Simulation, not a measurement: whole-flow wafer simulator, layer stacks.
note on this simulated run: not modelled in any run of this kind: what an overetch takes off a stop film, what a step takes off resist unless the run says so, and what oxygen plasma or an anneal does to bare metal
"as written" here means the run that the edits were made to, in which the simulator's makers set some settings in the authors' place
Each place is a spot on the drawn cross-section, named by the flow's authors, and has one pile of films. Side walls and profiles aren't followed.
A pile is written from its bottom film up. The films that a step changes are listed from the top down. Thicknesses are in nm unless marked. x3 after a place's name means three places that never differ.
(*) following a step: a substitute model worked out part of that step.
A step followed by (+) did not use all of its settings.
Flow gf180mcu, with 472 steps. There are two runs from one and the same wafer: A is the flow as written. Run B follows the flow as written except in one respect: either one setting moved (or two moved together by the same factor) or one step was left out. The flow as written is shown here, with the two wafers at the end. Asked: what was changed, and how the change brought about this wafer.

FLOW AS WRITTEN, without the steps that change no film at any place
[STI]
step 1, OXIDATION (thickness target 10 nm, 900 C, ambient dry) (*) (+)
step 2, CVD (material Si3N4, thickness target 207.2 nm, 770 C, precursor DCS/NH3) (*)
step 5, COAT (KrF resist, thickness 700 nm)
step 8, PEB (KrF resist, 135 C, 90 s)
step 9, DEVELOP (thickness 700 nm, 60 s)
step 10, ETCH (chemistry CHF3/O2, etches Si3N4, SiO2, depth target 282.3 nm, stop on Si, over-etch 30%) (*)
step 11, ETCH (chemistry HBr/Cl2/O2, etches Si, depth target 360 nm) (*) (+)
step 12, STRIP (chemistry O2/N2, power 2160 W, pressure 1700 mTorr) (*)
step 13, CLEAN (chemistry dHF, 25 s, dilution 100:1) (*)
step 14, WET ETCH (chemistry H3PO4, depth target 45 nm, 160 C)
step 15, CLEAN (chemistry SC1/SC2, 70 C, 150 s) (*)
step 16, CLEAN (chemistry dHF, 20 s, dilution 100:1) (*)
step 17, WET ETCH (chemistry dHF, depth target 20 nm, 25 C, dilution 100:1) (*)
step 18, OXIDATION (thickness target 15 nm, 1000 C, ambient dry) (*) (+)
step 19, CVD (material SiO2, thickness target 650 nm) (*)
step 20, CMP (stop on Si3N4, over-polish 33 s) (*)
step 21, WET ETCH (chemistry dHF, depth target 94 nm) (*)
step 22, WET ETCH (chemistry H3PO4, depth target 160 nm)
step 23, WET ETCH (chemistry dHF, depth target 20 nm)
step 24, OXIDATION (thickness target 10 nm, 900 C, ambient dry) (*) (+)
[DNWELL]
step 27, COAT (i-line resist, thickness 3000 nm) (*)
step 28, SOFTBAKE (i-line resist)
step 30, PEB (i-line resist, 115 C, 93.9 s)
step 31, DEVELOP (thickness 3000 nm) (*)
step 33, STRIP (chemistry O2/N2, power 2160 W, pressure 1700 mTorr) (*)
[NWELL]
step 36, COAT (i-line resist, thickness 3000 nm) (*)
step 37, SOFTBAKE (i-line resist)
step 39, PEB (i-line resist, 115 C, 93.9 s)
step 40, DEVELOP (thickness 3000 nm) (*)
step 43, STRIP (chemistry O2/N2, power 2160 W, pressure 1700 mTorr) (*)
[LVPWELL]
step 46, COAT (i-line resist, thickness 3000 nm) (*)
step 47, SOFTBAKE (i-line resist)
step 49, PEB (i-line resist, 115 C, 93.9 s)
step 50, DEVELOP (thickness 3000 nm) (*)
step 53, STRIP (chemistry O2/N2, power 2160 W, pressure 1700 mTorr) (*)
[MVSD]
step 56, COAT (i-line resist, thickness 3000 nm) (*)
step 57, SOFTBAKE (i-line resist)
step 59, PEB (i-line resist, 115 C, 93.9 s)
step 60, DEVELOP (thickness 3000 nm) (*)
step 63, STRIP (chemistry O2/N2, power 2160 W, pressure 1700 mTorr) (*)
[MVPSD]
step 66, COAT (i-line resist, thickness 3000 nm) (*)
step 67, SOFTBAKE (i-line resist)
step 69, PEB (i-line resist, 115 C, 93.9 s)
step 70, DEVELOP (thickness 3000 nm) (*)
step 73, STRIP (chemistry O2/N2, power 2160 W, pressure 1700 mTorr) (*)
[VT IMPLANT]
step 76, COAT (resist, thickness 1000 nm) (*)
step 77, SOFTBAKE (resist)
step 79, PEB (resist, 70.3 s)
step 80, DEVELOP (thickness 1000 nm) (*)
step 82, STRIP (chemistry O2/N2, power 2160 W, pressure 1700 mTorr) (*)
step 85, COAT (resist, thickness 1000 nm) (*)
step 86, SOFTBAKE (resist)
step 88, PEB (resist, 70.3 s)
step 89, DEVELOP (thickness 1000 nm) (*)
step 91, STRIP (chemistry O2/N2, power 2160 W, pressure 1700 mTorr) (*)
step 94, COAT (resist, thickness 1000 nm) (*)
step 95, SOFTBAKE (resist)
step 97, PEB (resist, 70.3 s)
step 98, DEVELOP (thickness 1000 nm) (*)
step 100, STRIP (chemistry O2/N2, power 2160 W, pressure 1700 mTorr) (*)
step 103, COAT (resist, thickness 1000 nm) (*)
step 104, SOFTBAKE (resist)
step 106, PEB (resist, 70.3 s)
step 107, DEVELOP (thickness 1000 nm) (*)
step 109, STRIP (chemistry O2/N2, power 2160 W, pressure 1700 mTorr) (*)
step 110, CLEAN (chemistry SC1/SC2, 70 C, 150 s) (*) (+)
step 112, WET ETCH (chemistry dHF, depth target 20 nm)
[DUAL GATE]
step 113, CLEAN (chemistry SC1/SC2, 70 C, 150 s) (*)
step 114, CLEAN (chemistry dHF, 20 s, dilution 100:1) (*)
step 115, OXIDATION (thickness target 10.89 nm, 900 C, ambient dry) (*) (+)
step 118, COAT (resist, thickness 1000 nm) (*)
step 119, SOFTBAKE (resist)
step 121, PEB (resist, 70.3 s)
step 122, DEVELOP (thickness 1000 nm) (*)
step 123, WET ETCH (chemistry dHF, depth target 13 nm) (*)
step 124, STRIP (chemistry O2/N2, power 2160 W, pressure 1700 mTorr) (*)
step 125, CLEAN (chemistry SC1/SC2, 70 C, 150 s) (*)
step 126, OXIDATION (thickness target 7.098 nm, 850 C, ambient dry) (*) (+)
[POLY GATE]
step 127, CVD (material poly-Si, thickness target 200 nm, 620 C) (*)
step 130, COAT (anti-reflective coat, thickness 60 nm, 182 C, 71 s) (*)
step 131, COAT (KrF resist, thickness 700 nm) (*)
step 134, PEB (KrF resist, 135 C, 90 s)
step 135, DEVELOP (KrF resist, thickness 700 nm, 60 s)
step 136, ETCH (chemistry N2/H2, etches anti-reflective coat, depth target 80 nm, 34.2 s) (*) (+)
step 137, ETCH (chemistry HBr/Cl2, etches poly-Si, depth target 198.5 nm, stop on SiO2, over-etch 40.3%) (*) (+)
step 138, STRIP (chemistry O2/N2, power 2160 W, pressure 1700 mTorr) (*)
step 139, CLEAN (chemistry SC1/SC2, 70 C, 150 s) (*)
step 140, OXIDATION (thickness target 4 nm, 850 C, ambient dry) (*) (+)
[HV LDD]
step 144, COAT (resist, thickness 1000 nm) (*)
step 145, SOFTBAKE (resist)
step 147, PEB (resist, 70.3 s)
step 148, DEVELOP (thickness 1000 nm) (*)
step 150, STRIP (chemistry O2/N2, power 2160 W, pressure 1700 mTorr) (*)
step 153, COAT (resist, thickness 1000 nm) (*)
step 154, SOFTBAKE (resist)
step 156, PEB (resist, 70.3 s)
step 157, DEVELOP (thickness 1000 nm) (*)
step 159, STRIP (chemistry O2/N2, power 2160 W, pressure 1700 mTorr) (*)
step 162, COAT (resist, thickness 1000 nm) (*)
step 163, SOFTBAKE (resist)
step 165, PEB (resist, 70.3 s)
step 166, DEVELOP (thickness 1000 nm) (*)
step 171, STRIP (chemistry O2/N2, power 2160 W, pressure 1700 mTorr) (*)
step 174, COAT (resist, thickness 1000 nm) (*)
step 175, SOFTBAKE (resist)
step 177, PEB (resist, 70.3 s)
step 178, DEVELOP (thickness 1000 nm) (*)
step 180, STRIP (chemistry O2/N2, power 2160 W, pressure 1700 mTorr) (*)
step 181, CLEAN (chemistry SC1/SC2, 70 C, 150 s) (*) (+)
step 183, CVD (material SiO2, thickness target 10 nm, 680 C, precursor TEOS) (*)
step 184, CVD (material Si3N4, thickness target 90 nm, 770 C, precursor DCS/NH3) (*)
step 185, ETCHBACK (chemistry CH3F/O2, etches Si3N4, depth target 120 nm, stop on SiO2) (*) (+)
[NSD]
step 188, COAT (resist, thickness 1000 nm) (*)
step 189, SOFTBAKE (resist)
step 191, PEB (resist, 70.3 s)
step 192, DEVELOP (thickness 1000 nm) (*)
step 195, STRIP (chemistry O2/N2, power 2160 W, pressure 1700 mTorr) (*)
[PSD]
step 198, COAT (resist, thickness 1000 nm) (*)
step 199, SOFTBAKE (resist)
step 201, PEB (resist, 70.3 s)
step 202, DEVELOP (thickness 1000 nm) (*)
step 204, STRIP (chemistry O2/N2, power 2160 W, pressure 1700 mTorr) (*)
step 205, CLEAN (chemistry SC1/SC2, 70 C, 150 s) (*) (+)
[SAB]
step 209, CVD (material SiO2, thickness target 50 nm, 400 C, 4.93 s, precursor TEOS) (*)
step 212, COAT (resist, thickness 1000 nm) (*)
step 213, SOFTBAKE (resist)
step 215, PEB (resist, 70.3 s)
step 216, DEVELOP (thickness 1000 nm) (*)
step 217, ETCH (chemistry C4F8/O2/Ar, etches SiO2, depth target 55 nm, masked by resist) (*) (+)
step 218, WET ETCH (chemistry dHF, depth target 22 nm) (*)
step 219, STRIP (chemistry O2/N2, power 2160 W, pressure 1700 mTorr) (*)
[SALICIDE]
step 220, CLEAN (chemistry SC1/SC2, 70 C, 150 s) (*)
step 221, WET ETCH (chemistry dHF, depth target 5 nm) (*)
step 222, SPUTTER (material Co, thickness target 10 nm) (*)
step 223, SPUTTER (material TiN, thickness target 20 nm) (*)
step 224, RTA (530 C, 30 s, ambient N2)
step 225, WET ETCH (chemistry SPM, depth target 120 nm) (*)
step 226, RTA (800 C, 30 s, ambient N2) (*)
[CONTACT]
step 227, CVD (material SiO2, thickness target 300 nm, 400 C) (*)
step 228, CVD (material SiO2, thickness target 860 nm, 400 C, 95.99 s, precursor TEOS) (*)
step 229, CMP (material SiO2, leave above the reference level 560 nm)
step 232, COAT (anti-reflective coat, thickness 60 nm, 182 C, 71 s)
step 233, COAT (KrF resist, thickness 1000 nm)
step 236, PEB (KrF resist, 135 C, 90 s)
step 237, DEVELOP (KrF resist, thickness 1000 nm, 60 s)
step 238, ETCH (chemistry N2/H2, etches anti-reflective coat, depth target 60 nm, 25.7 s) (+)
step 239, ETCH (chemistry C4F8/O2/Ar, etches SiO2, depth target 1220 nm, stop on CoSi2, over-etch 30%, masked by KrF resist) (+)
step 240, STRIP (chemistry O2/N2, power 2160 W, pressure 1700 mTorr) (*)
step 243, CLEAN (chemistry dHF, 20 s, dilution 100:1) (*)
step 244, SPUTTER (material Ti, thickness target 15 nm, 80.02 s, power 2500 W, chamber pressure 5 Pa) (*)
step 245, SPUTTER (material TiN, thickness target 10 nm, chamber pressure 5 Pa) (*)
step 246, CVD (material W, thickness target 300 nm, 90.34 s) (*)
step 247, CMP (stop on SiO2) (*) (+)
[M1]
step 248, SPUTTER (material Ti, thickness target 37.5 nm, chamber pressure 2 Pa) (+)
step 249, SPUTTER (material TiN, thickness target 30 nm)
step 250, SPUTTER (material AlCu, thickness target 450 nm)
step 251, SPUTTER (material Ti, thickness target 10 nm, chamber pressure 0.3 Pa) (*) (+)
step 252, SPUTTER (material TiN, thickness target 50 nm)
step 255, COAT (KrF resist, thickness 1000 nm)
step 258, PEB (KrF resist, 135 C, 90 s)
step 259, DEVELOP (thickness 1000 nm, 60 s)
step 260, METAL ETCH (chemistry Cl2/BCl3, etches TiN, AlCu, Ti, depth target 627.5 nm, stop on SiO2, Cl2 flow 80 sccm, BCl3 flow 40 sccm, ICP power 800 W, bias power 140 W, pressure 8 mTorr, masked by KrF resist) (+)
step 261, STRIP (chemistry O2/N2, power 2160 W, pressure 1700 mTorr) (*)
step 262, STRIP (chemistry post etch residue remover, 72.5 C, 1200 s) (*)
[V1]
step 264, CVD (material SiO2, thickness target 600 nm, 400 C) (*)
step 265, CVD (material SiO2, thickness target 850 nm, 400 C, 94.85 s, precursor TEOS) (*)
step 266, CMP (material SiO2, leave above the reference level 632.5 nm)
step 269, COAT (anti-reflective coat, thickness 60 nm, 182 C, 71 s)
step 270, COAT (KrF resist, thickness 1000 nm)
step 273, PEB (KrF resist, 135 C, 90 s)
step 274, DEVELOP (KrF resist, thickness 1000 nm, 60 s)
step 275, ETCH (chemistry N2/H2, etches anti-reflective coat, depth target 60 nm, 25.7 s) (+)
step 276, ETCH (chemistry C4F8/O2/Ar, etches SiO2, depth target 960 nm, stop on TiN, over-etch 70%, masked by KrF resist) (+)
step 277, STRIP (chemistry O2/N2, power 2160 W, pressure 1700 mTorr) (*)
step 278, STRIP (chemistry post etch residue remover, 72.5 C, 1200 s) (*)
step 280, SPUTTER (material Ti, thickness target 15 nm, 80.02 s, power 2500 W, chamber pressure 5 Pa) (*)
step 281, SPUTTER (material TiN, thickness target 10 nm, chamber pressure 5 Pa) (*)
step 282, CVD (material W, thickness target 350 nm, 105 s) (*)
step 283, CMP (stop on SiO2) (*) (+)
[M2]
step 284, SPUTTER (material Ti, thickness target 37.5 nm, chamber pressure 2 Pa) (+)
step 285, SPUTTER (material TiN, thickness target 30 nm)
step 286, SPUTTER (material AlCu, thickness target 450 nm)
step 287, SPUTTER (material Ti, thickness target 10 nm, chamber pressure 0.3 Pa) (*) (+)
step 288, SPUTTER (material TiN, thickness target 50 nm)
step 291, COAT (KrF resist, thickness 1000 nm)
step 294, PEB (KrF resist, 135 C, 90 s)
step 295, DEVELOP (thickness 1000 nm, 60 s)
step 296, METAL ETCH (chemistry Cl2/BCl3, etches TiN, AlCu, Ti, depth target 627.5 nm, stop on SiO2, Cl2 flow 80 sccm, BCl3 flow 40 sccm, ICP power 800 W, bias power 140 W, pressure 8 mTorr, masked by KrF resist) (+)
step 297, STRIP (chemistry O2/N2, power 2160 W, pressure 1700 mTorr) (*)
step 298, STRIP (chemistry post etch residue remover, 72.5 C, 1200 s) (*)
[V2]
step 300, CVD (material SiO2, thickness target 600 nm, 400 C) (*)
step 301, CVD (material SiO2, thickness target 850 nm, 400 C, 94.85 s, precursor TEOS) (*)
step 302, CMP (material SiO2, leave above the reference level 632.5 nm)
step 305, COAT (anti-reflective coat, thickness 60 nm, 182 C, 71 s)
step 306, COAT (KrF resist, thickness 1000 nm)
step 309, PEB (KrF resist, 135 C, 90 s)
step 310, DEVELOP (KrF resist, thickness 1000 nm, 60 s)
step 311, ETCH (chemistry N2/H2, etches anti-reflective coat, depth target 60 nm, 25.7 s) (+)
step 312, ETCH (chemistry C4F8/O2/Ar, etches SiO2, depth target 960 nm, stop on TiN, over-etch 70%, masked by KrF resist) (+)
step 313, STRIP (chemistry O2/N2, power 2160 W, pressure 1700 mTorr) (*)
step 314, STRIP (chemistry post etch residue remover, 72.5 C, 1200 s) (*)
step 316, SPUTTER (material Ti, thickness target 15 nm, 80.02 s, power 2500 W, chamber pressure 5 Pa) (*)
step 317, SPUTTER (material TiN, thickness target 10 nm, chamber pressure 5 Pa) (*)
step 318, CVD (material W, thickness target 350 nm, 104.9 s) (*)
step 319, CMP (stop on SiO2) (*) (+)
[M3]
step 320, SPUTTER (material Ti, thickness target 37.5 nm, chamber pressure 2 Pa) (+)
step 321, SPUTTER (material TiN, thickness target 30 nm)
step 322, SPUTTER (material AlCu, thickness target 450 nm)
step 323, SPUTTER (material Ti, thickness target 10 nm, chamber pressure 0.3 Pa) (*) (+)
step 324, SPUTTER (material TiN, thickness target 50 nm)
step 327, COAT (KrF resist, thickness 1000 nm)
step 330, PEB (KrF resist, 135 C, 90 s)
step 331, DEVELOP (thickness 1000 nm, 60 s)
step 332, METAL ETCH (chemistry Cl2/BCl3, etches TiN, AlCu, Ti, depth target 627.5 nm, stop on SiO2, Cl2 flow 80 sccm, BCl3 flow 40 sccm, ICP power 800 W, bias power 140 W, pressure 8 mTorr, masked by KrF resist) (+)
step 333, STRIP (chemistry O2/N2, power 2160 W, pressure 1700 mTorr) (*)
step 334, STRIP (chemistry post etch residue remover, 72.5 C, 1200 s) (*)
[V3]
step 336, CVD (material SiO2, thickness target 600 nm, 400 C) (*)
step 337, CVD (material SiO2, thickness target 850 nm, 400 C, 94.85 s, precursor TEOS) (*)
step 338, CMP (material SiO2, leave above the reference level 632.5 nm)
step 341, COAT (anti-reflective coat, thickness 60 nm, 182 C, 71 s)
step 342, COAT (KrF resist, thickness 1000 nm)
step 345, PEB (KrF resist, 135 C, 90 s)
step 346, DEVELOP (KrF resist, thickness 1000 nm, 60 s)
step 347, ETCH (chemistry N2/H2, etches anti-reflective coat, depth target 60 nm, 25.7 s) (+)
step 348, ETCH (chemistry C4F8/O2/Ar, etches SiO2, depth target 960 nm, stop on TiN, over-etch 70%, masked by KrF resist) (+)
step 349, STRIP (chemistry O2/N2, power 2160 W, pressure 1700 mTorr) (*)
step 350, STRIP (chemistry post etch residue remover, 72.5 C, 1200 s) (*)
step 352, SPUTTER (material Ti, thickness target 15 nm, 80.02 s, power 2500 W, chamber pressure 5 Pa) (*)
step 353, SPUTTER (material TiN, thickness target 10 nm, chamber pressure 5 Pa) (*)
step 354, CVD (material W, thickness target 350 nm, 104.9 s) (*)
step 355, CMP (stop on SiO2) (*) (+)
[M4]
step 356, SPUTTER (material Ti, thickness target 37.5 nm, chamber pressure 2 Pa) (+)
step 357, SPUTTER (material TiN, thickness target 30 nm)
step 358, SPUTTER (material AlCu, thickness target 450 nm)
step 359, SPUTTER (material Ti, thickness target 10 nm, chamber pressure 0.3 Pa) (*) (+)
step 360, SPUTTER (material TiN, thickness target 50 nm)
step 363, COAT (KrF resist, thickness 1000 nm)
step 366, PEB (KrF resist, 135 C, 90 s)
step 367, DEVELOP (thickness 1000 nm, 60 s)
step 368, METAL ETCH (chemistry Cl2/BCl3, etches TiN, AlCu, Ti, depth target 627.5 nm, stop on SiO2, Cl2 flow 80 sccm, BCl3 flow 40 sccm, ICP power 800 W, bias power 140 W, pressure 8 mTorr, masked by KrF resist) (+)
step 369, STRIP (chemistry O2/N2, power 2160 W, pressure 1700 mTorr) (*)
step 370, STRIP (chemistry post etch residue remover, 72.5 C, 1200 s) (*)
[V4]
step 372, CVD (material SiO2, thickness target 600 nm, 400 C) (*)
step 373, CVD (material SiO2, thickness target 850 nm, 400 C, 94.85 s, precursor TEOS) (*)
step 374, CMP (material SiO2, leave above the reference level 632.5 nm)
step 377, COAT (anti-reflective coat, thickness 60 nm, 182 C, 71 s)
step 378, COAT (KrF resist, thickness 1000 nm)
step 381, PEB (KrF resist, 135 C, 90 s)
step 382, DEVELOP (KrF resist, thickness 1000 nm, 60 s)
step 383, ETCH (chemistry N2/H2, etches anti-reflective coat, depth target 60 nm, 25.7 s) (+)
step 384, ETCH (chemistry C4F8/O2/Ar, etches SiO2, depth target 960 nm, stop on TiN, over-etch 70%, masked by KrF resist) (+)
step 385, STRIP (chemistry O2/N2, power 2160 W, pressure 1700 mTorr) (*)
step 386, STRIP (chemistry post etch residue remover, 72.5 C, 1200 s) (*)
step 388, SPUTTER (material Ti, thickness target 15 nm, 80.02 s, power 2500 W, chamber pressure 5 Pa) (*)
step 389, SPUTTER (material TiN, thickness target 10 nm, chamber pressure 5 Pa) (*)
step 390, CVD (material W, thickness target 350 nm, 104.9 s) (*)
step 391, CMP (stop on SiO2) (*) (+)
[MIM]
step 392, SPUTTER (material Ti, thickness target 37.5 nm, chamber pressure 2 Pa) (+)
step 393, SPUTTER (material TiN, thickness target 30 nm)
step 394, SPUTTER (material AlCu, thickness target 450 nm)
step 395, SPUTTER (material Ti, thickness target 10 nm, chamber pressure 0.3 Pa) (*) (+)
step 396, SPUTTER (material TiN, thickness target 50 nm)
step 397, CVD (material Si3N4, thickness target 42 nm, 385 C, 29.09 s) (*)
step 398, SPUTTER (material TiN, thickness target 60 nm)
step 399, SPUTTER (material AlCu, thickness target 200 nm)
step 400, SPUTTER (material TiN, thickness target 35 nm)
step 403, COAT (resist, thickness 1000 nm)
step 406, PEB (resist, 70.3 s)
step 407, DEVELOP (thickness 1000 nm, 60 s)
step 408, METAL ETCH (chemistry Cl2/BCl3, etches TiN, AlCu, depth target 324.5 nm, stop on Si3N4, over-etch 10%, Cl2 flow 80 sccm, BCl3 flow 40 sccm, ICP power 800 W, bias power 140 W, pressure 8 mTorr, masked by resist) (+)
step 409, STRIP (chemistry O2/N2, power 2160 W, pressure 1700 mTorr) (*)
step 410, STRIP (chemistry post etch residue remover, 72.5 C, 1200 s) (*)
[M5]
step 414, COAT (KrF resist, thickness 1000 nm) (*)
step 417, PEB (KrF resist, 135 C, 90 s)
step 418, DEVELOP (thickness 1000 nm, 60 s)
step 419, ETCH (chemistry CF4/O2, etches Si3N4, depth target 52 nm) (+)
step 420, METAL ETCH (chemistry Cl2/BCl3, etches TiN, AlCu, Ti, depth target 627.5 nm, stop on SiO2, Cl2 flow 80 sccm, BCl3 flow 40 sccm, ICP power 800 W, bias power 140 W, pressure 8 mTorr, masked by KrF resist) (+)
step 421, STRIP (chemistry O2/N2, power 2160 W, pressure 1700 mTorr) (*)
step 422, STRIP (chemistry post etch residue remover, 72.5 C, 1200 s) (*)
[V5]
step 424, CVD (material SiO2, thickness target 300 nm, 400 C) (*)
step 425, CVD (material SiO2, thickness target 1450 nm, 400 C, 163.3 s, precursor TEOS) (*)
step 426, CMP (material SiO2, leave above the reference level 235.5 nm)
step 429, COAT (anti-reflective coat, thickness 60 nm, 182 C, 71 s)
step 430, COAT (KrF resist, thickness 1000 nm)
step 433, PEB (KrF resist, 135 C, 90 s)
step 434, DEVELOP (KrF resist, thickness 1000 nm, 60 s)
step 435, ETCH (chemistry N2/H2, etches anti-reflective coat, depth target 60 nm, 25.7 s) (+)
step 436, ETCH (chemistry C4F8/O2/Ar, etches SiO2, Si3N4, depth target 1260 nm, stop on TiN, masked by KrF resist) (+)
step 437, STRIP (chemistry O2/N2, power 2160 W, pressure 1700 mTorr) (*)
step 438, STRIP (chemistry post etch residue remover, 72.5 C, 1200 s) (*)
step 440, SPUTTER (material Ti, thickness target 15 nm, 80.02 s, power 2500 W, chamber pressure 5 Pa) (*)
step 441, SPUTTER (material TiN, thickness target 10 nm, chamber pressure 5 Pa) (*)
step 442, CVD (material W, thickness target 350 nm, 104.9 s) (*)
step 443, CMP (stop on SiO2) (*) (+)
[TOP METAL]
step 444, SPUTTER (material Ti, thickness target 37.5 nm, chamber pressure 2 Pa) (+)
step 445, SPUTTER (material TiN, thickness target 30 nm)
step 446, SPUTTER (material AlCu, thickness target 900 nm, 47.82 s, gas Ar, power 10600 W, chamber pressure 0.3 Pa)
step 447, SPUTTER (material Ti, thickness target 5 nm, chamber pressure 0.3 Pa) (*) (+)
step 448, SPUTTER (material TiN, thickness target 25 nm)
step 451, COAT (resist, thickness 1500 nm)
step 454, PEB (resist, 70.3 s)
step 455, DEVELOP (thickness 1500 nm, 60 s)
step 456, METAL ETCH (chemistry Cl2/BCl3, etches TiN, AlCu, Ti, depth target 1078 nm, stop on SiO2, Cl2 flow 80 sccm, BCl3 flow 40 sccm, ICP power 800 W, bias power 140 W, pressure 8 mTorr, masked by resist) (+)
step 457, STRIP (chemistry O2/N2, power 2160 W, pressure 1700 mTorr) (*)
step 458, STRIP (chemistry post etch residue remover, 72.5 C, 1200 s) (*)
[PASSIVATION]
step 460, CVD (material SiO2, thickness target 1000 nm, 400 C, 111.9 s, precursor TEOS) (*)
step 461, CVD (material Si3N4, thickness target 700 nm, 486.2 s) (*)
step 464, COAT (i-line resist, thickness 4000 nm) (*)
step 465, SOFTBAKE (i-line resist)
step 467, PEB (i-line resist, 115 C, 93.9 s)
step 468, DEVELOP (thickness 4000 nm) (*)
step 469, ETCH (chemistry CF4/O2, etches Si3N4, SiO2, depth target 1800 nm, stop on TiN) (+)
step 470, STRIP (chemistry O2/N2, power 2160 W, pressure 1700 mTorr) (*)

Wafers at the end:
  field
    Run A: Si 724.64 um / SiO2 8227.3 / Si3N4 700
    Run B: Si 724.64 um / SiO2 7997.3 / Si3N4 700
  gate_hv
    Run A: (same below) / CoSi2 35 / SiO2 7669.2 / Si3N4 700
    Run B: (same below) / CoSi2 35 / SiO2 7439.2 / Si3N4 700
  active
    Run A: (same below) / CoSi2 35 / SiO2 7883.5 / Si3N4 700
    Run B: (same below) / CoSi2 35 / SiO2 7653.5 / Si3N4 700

The reason: step 358, SPUTTER: thickness target 220 nm was run, though the flow has thickness target 450 nm.

Step by step, how the change led to this:
  step 358, SPUTTER (material AlCu, thickness target 450 nm)
      field, field__w1, field__w2 and 108 more: A AlCu gains 450 (new film) | B AlCu gains 220 (new film)
  step 368, METAL ETCH (chemistry Cl2/BCl3, etches TiN, AlCu, Ti, depth target 627.5 nm, stop on SiO2, Cl2 flow 80 sccm, BCl3 flow 40 sccm, ICP power 800 W, bias power 140 W, pressure 8 mTorr, masked by KrF resist) (+)
      field, field__w1, field__w2 and 103 more: A TiN loses 50 (all of it), Ti loses 10 (all of it), AlCu loses 450 (all of it), TiN loses 30 (all of it), Ti loses 37.5 (all of it) | B TiN loses 50 (all of it), Ti loses 10 (all of it), AlCu loses 220 (all of it), TiN loses 30 (all of it), Ti loses 37.5 (all of it)
      field__w8, contact, m1, m1__w1, m1_nw: A KrF resist loses 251 | B KrF resist loses 208.5
  step 369, STRIP (chemistry O2/N2, power 2160 W, pressure 1700 mTorr) (*)
      field__w8, contact, m1, m1__w1, m1_nw: A KrF resist loses 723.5 (all of it) | B KrF resist loses 766 (all of it)
  step 374, CMP (material SiO2, leave above the reference level 632.5 nm)
      field, field__w1, field__w2 and 103 more: A SiO2 loses 300 | B SiO2 loses 530
